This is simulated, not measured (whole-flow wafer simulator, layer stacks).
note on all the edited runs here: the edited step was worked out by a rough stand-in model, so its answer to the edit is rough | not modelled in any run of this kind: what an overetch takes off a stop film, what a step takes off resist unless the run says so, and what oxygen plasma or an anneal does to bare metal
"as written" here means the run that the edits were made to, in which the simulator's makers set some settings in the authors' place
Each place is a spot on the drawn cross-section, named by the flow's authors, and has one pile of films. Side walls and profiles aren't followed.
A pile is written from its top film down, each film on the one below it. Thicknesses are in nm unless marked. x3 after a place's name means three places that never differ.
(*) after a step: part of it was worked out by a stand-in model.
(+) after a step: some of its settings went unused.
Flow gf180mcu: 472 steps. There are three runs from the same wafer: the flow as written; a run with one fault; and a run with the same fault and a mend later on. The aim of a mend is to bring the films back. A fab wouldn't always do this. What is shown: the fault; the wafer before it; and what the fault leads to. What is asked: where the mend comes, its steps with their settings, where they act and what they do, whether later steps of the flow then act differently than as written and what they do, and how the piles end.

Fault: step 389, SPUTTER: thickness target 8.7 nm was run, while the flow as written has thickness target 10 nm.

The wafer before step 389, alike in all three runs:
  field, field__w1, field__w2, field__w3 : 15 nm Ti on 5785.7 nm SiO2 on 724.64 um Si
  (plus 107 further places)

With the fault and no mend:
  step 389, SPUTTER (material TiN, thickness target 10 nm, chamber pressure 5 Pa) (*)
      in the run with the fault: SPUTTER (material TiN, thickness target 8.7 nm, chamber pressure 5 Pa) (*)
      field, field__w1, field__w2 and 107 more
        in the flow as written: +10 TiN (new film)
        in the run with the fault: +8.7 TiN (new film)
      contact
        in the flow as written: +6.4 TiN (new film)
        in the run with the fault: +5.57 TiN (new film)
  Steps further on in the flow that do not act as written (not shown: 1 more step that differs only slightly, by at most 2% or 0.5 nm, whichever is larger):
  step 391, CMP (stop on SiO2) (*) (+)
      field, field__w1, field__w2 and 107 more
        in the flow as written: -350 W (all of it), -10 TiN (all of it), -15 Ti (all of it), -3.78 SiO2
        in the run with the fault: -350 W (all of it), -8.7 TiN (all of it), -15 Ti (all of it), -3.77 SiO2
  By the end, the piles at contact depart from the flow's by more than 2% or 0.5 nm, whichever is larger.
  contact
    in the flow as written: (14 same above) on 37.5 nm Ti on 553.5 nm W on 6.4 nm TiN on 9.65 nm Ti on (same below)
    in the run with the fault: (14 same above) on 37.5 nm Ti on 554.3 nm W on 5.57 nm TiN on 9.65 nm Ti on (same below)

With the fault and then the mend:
  The mend follows step 389.
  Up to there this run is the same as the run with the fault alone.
  step 389a, SPUTTER (material TiN, thickness target 1.3 nm, chamber pressure 5 Pa) (*) (the flow's step 389 again, with other settings)
      field, field__w1, field__w2 and 107 more
        +1.3 TiN
      contact
        +0.83 TiN
  None of the later steps of the flow acts differently than as written at any place that is followed.
  By the end, the piles equal the flow's at every place that both follow.
